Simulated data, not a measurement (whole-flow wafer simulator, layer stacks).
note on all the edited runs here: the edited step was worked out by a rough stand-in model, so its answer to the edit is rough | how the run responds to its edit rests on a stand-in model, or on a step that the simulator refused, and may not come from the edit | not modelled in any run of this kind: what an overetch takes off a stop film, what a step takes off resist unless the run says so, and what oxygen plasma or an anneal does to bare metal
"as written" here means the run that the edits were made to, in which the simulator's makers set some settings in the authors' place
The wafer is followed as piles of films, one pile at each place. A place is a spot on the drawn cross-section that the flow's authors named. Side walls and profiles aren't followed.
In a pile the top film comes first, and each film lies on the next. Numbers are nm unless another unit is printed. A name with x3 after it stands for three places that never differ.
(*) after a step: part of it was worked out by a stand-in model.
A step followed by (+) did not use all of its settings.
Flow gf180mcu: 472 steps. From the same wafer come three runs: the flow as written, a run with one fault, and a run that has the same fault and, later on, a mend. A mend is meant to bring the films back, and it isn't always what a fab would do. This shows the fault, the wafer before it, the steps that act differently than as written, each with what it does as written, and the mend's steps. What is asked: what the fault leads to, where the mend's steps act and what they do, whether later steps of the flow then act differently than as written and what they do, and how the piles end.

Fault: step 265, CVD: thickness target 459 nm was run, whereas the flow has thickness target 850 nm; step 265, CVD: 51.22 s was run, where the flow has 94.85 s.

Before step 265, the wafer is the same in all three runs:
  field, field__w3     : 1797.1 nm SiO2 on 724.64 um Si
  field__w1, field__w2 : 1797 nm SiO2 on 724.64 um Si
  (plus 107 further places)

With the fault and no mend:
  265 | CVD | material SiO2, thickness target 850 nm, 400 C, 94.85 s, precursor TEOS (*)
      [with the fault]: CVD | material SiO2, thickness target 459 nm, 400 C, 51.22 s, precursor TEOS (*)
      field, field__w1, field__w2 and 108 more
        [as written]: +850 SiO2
        [with the fault]: +467.4 SiO2
  Steps further on in the flow that do not act as written (4 other steps are not shown; they differ only slightly, by no more than 2% or 0.5 nm, whichever is larger):
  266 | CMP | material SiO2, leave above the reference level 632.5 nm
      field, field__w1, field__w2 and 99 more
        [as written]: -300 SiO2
        [with the fault]: nothing
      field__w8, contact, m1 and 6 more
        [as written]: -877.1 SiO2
        [with the fault]: -494.5 SiO2
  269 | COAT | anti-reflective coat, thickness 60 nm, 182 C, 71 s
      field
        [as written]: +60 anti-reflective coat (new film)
        [with the fault]: +93.2 anti-reflective coat (new film)
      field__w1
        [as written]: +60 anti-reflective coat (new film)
        [with the fault]: +80.7 anti-reflective coat (new film)
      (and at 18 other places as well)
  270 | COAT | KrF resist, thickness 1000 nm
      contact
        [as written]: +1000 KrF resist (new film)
        [with the fault]: +968.5 KrF resist (new film)
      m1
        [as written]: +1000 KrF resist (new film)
        [with the fault]: +963.3 KrF resist (new film)
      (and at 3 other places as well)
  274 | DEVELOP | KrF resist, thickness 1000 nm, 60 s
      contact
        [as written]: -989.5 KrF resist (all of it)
        [with the fault]: -958.3 KrF resist (all of it)
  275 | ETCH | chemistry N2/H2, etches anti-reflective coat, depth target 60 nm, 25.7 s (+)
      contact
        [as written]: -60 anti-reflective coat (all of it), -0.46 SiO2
        [with the fault]: -24.9 anti-reflective coat (all of it), -1.36 SiO2
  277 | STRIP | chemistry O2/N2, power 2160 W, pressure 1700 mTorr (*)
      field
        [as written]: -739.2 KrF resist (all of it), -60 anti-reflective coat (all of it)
        [with the fault]: -724.5 KrF resist (all of it), -93.2 anti-reflective coat (all of it)
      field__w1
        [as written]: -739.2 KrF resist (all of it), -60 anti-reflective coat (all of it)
        [with the fault]: -723.1 KrF resist (all of it), -80.7 anti-reflective coat (all of it)
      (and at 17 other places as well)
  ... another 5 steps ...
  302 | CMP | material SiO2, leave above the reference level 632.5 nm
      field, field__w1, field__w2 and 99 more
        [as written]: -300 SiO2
        [with the fault]: -287.7 SiO2
  By the end, the piles at field, field__w1, field__w2 and 105 more depart from the flow's by more than 2% or 0.5 nm, whichever is larger.
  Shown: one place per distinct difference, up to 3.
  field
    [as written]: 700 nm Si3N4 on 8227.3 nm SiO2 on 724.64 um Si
    [with the fault]: 700 nm Si3N4 on 5896.3 nm SiO2 on 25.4 nm W on 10 nm TiN on 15 nm Ti on 2264.4 nm SiO2 on 724.64 um Si
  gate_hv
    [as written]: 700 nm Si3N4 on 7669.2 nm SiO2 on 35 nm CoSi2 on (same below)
    [with the fault]: 700 nm Si3N4 on 5896.3 nm SiO2 on 25.4 nm W on 10 nm TiN on 15 nm Ti on 1706.3 nm SiO2 on 35 nm CoSi2 on (same below)
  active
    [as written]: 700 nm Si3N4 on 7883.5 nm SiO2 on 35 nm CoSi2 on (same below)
    [with the fault]: 700 nm Si3N4 on 5896.3 nm SiO2 on 25.4 nm W on 10 nm TiN on 15 nm Ti on 1920.7 nm SiO2 on 35 nm CoSi2 on (same below)

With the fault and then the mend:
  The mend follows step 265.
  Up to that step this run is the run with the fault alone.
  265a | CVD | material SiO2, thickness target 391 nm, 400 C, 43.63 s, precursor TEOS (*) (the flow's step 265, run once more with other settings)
      field, field__w1, field__w2 and 108 more
        +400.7 SiO2
  Steps further on in the flow that do not act as written:
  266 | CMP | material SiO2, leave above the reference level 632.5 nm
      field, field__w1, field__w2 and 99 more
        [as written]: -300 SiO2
        [with the mend]: -318.1 SiO2
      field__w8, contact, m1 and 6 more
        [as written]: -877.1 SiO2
        [with the mend]: -895.2 SiO2
  The piles end the same as the flow's at every place that both follow.
